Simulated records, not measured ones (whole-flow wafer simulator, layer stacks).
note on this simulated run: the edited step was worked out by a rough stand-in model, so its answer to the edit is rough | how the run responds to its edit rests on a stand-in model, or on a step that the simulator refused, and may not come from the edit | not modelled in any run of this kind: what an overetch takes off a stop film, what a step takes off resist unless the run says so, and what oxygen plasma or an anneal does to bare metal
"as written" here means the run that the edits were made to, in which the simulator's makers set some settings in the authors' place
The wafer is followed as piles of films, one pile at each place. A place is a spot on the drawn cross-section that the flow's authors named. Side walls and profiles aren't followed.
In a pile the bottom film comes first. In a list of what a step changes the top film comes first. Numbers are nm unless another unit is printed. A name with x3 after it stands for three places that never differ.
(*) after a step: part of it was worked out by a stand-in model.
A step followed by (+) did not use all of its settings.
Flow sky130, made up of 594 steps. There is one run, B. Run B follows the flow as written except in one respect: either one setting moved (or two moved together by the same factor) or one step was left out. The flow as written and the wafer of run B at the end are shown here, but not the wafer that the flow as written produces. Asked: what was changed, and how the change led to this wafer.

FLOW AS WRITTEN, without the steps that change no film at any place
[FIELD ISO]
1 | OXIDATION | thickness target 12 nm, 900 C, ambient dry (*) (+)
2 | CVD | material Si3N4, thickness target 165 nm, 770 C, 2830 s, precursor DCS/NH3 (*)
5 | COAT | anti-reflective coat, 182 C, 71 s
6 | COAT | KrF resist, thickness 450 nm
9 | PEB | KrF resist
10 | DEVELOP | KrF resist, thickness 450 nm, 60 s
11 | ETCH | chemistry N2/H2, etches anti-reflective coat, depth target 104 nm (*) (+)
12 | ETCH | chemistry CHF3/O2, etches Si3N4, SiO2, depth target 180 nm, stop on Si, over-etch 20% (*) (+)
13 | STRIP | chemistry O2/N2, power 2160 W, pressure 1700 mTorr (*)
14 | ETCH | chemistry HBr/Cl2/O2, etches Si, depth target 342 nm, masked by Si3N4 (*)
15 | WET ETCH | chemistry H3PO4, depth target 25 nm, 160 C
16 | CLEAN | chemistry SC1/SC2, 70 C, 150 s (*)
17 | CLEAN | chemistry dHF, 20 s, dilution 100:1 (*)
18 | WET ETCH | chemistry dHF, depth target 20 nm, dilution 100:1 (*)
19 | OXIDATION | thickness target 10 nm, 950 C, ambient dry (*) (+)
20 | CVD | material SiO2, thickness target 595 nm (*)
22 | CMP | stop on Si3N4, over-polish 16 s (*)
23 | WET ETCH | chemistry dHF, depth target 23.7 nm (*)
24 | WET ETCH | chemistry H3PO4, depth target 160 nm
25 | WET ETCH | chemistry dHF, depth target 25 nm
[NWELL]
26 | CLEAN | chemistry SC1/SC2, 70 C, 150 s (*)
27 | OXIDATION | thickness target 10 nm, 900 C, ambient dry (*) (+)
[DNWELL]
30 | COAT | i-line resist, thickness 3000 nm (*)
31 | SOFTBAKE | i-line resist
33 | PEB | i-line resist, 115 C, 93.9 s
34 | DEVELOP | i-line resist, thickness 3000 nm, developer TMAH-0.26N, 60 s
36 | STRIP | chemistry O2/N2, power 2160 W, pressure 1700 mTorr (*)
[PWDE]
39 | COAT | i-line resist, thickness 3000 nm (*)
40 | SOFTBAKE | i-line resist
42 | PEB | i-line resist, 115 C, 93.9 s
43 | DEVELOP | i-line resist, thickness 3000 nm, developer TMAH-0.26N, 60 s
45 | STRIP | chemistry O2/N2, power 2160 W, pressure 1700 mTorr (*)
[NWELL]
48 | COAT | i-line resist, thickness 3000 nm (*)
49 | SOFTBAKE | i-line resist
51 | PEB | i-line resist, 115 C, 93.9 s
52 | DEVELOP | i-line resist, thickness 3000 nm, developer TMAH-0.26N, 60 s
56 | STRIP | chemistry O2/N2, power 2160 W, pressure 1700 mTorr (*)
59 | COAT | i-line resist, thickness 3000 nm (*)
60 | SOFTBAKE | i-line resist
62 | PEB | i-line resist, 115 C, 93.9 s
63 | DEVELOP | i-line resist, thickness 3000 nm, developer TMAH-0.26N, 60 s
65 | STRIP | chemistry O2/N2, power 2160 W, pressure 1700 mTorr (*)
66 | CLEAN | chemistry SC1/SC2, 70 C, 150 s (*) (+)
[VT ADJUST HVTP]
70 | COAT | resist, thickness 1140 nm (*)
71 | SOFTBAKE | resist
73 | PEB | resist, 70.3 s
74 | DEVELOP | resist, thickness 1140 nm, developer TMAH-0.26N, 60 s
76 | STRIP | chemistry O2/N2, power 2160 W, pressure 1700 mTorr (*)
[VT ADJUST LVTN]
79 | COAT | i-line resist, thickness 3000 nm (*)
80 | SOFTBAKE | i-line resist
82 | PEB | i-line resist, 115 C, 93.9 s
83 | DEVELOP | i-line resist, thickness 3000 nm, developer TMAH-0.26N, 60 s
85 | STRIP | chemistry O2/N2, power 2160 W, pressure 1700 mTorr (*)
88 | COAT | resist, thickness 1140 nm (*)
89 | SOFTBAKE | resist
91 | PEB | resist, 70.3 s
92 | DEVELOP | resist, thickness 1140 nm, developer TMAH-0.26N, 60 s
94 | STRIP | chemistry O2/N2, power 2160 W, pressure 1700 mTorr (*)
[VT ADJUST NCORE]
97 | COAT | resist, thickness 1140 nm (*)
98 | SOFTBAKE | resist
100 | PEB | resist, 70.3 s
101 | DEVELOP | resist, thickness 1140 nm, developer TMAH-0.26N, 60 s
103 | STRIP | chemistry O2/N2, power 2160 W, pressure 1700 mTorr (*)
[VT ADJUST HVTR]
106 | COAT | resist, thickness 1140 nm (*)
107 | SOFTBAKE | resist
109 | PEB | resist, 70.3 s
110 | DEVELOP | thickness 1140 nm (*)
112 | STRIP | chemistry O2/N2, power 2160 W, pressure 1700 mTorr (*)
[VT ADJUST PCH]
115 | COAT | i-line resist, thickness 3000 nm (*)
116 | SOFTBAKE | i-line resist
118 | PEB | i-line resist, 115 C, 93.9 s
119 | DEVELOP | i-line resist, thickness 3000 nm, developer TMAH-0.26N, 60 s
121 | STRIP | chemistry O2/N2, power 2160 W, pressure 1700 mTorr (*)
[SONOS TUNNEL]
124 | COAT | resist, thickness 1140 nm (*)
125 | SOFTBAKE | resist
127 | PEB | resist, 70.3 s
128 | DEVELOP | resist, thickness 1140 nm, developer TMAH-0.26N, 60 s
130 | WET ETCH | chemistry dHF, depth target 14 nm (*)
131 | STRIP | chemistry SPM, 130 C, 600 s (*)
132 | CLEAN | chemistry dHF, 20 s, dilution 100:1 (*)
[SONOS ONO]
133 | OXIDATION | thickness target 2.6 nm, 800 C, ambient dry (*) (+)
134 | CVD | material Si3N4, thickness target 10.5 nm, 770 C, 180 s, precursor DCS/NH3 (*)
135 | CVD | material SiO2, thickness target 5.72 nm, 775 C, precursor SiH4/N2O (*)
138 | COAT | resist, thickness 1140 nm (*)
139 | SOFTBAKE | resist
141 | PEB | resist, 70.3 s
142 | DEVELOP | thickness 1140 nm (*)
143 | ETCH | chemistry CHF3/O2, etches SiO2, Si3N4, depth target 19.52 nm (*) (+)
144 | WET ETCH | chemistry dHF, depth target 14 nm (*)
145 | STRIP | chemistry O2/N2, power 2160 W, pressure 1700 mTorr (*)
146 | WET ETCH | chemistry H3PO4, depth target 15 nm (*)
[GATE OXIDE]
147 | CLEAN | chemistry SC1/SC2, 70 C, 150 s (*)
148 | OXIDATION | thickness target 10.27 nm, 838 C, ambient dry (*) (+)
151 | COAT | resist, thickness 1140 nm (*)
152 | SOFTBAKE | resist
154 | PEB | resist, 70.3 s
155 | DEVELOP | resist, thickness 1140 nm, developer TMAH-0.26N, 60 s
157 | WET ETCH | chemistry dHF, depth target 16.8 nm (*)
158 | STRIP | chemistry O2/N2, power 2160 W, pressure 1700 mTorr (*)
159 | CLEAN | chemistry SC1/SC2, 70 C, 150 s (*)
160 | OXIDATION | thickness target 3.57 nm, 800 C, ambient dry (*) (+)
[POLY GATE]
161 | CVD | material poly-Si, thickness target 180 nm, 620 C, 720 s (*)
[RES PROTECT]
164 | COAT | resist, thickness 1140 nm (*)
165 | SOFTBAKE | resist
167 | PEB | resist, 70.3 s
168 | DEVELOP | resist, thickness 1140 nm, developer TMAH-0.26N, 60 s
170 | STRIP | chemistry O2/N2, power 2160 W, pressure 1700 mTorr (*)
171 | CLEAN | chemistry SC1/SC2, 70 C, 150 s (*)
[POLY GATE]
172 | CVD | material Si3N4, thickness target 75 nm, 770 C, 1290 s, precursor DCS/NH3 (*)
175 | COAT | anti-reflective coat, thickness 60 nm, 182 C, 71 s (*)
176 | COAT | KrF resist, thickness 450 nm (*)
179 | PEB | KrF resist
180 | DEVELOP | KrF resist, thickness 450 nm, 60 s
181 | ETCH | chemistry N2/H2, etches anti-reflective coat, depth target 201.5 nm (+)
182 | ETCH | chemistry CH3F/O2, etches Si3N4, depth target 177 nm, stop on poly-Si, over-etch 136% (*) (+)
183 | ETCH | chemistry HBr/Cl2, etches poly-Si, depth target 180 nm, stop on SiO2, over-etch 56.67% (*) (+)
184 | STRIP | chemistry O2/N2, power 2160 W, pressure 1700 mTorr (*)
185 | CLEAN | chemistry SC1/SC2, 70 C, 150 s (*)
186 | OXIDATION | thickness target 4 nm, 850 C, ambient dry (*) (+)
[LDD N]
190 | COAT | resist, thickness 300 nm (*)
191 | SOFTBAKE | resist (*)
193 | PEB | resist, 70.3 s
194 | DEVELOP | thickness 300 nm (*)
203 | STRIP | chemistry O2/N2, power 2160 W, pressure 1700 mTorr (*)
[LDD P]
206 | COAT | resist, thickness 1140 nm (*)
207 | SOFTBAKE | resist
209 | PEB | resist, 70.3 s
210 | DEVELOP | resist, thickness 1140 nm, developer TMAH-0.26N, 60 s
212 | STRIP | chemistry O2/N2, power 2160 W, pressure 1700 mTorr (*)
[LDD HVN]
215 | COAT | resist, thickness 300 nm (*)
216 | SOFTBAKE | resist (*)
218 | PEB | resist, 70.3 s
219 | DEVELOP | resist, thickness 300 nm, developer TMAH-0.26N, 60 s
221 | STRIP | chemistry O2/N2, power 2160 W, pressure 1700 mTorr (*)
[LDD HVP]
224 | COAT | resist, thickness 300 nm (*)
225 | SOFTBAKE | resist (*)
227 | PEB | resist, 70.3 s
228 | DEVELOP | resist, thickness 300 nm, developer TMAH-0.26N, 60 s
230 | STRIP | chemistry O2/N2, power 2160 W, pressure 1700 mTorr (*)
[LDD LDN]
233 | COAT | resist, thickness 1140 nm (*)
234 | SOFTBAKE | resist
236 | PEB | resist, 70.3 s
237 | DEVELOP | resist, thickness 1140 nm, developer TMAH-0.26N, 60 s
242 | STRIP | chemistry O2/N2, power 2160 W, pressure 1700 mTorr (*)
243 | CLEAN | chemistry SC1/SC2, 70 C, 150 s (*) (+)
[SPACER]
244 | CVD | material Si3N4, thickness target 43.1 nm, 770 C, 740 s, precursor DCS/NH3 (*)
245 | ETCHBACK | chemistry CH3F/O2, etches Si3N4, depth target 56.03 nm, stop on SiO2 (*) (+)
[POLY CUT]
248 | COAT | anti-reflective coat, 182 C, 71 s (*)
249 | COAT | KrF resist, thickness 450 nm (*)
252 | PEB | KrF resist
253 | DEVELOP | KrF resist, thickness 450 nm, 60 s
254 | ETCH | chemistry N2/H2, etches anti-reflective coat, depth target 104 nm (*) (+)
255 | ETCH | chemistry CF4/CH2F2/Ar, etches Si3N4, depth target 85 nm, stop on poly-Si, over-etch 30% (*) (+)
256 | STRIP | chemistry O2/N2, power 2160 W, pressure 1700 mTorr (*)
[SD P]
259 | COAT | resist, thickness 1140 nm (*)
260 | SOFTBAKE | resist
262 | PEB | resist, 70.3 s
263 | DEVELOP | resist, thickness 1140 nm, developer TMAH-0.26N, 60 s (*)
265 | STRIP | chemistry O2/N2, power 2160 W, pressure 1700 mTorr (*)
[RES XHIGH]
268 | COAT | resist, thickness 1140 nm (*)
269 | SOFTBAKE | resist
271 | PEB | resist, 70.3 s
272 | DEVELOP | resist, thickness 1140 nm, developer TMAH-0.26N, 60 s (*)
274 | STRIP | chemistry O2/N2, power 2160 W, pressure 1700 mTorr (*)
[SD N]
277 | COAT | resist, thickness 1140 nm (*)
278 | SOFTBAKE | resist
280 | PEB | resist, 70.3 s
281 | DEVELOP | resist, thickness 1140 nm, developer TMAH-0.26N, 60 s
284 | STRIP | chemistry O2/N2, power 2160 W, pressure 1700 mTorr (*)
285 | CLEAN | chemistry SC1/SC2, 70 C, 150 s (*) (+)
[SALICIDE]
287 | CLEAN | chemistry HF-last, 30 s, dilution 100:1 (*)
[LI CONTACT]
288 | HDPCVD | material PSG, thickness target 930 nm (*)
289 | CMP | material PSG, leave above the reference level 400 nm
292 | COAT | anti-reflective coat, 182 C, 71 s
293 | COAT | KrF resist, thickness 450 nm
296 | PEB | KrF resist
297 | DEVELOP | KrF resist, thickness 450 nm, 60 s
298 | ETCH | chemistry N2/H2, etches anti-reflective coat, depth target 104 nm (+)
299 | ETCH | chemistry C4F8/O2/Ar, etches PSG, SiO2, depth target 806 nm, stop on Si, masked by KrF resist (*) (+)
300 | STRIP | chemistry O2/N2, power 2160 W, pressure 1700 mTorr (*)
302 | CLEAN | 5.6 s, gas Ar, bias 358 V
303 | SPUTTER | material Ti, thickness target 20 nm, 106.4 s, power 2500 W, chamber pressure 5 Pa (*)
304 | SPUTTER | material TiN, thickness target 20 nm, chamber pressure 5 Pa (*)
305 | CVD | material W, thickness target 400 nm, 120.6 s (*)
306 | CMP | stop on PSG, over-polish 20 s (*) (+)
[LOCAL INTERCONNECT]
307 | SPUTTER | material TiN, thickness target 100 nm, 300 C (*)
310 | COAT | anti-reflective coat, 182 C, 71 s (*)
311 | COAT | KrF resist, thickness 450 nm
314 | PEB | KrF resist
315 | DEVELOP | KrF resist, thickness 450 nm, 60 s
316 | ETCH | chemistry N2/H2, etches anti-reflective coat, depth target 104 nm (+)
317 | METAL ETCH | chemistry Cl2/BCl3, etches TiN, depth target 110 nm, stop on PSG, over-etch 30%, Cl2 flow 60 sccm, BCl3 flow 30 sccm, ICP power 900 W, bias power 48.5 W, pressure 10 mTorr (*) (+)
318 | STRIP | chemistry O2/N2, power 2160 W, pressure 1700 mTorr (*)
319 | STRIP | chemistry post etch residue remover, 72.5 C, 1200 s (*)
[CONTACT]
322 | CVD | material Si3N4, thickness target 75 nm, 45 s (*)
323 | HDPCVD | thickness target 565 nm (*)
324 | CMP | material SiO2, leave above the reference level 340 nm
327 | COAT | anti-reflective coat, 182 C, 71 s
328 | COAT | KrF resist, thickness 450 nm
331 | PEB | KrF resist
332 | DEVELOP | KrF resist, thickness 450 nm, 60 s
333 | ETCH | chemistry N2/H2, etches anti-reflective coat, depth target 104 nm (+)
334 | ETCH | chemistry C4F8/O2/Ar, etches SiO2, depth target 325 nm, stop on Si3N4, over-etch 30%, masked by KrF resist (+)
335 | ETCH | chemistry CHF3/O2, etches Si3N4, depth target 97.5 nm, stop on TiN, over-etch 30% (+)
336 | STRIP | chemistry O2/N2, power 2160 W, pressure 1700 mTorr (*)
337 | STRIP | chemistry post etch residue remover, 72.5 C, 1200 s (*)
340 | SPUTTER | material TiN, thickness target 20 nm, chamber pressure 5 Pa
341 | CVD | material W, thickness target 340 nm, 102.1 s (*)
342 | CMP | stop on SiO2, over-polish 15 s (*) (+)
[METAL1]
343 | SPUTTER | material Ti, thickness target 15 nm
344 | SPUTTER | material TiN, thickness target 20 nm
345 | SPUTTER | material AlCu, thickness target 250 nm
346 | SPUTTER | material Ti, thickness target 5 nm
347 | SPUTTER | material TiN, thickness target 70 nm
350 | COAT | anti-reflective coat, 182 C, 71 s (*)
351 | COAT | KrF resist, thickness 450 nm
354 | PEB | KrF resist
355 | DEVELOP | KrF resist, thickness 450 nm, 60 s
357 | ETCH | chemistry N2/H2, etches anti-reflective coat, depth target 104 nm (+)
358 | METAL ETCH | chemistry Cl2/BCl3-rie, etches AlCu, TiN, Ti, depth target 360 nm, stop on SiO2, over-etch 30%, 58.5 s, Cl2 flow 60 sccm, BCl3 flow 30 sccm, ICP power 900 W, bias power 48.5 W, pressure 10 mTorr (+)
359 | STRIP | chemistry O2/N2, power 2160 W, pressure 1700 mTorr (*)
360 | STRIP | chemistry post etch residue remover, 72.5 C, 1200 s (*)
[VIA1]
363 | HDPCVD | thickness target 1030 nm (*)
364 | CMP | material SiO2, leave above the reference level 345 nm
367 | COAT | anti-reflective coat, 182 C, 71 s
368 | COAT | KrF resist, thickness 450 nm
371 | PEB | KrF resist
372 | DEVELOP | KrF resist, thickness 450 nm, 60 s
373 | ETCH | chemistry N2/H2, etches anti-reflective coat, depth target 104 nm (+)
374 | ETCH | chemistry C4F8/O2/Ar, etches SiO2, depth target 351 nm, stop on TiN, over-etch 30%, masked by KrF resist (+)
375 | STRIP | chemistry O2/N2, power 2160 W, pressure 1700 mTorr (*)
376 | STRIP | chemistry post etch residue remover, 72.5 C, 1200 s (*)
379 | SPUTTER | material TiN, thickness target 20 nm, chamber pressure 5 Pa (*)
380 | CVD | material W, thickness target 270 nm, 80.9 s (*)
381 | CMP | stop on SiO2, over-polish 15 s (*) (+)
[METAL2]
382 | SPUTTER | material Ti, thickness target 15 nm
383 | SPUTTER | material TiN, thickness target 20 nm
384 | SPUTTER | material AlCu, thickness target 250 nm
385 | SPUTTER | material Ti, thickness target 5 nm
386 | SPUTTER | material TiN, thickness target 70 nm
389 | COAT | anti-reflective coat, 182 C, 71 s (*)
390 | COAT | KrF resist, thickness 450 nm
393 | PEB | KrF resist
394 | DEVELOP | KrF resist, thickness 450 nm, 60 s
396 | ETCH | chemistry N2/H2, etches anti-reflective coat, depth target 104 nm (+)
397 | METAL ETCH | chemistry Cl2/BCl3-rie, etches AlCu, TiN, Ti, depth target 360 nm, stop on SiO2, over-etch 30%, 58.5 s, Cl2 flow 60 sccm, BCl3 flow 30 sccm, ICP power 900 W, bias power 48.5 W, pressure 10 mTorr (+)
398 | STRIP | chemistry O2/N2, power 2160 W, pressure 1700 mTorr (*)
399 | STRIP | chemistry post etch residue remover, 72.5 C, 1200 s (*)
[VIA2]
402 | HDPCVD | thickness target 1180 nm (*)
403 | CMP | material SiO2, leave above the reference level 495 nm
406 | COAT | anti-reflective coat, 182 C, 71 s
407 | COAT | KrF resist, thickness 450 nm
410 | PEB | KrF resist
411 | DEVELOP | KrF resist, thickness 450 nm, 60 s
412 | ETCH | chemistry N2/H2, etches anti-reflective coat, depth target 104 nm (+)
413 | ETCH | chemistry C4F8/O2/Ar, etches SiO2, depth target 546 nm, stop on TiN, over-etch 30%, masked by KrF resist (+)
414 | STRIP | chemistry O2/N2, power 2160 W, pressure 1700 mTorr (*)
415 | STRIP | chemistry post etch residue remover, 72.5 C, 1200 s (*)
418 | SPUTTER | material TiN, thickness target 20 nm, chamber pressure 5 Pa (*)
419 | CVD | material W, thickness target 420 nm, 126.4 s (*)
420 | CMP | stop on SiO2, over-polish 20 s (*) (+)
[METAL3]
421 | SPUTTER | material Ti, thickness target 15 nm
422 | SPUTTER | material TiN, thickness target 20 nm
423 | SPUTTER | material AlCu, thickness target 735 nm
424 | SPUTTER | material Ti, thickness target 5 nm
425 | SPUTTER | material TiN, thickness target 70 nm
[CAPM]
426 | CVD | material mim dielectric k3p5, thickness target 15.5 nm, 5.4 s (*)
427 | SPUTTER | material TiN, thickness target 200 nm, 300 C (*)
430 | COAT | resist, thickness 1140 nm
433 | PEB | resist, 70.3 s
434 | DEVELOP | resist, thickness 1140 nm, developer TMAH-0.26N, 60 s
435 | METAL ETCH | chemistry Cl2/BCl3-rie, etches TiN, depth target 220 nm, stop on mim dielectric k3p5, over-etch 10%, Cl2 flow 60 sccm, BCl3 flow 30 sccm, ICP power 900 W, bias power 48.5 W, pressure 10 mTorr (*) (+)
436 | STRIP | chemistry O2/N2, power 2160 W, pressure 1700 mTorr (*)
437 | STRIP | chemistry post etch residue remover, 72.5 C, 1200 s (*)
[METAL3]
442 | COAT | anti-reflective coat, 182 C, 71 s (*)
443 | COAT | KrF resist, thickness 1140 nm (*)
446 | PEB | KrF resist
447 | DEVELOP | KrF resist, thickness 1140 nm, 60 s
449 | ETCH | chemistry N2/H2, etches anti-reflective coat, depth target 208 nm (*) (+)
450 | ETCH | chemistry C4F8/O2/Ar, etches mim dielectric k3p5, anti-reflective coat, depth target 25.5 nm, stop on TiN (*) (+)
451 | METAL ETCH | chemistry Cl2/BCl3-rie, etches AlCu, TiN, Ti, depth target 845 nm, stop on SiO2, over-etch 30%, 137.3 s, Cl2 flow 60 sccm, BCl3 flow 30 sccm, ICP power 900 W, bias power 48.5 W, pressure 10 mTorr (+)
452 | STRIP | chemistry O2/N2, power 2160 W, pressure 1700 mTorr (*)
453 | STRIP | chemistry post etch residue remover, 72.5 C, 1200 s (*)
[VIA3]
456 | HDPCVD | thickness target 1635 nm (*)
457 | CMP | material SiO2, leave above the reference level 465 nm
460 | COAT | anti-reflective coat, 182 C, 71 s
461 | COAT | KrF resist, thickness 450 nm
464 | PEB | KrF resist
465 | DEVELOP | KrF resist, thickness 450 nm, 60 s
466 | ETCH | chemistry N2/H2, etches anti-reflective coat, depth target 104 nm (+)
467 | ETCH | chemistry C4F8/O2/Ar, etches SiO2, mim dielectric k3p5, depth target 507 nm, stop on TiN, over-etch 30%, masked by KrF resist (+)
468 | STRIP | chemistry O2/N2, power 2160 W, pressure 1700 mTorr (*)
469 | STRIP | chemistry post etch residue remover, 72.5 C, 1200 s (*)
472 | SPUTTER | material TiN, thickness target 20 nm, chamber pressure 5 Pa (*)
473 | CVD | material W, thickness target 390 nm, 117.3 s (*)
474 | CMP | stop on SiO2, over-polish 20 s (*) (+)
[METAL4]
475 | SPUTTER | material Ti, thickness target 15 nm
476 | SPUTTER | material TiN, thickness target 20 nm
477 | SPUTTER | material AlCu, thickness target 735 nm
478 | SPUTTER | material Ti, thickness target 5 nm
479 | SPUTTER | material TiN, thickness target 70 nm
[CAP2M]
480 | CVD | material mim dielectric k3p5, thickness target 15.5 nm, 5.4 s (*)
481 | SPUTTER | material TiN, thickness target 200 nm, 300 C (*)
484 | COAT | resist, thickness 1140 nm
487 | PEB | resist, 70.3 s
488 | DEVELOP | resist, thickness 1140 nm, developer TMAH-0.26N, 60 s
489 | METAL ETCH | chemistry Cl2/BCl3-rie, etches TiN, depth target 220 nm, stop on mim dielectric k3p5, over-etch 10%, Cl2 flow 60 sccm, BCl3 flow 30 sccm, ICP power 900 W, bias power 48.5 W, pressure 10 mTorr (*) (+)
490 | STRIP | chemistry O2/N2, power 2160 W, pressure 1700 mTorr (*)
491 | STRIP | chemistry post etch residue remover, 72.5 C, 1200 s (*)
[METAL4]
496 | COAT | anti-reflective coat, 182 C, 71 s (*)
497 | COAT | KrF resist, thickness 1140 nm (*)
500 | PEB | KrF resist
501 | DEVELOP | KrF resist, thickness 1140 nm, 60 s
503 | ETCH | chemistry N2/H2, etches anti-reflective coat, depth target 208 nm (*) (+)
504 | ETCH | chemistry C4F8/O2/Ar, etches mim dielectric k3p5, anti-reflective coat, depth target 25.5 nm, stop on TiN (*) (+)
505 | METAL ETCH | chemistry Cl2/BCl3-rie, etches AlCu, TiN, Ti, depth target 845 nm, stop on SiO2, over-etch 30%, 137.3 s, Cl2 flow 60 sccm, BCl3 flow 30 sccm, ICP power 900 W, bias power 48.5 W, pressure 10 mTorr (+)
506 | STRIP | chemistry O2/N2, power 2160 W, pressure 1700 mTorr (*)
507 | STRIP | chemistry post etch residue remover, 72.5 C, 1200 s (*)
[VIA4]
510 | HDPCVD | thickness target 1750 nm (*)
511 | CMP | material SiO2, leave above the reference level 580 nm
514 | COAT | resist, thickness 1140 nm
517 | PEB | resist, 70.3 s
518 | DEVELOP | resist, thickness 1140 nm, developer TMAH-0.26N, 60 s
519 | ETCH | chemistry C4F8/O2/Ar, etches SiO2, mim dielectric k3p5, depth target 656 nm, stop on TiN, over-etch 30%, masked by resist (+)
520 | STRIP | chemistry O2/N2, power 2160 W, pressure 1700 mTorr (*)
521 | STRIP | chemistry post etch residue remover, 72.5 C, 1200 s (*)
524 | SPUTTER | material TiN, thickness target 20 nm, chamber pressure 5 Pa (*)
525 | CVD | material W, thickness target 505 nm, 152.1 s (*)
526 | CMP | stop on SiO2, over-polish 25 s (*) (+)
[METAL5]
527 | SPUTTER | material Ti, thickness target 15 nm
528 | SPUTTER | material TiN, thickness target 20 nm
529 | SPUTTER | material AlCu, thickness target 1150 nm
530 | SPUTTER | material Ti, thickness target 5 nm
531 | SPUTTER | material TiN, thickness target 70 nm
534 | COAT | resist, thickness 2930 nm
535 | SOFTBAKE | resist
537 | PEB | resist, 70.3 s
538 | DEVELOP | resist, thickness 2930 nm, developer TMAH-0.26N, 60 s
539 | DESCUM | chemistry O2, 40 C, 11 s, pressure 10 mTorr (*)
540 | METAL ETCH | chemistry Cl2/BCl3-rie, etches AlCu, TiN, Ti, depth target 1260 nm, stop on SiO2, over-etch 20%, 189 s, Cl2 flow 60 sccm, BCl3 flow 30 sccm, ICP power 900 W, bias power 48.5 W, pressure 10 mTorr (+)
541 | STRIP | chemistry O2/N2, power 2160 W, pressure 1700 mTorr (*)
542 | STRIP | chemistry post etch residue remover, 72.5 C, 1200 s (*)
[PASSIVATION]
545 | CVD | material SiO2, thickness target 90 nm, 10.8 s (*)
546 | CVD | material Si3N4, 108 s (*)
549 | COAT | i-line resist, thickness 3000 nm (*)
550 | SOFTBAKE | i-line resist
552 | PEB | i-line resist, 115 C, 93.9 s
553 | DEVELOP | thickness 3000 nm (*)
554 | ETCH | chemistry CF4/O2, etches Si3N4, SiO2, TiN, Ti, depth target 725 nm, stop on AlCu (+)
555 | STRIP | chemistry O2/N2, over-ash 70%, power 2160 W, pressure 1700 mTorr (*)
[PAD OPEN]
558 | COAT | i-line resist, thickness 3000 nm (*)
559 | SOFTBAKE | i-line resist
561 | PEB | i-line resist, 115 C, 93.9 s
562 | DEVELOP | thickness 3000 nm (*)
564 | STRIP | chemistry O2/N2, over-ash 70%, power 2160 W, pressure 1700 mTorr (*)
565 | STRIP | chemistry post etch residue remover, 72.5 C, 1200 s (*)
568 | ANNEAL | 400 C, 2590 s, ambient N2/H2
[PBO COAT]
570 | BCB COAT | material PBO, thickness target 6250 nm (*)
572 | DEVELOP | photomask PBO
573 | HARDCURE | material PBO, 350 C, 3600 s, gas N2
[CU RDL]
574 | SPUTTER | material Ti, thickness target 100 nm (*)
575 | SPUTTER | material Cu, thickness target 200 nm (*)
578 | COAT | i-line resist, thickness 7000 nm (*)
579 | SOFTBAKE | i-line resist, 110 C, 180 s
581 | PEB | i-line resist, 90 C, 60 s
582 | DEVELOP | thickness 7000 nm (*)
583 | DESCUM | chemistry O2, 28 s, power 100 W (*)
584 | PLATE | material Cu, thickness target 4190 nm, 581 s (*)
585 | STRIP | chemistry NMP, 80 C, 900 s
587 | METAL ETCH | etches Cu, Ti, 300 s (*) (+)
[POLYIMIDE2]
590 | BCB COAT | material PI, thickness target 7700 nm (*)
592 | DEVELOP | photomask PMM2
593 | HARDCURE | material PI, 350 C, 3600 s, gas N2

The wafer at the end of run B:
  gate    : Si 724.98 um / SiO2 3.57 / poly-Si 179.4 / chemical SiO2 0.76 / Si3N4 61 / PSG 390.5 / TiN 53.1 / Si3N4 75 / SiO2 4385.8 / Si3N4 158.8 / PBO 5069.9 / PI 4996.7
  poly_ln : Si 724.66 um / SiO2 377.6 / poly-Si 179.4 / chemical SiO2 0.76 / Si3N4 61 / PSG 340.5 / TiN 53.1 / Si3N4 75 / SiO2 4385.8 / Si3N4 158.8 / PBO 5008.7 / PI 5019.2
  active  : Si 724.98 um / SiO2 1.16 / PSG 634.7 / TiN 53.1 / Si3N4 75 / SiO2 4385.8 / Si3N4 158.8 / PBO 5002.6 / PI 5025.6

Cause: step 317, METAL ETCH: depth target 45.1 nm was run, though the flow has depth target 110 nm.

Step by step, how the change led to this:
  317 | METAL ETCH | chemistry Cl2/BCl3, etches TiN, depth target 110 nm, stop on PSG, over-etch 30%, Cl2 flow 60 sccm, BCl3 flow 30 sccm, ICP power 900 W, bias power 48.5 W, pressure 10 mTorr (*) (+)
      field, active, gate and 88 more: -45.1 TiN (as written it would have been: -98.7 TiN (all of it))
      n_well, p_well, gate_hv and 97 more: -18 KrF resist (as written it would have been: -44 KrF resist)
  318 | STRIP | chemistry O2/N2, power 2160 W, pressure 1700 mTorr (*)
      n_well, p_well, gate_hv and 93 more: -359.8 KrF resist (all of it), -80 anti-reflective coat (all of it) (as written it would have been: -333.8 KrF resist (all of it), -80 anti-reflective coat (all of it))
      poly_licon, ndiff_licon, ndiff_licon_cpp, rpo_hd_licon: -359.8 KrF resist (all of it), -80.5 anti-reflective coat (all of it) (as written it would have been: -333.9 KrF resist (all of it), -80.5 anti-reflective coat (all of it))
  324 | CMP | material SiO2, leave above the reference level 340 nm
      field, active, gate and 88 more: -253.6 SiO2 (as written it would have been: -200.4 SiO2)
Taking metal films that touch as one body, gate has 1 body; the flow as written gives 0 bodies.
Taking metal films that touch as one body, poly_ln has 1 body; the flow as written gives 0 bodies.
Taking metal films that touch as one body, active has 1 body; the flow as written gives 0 bodies.
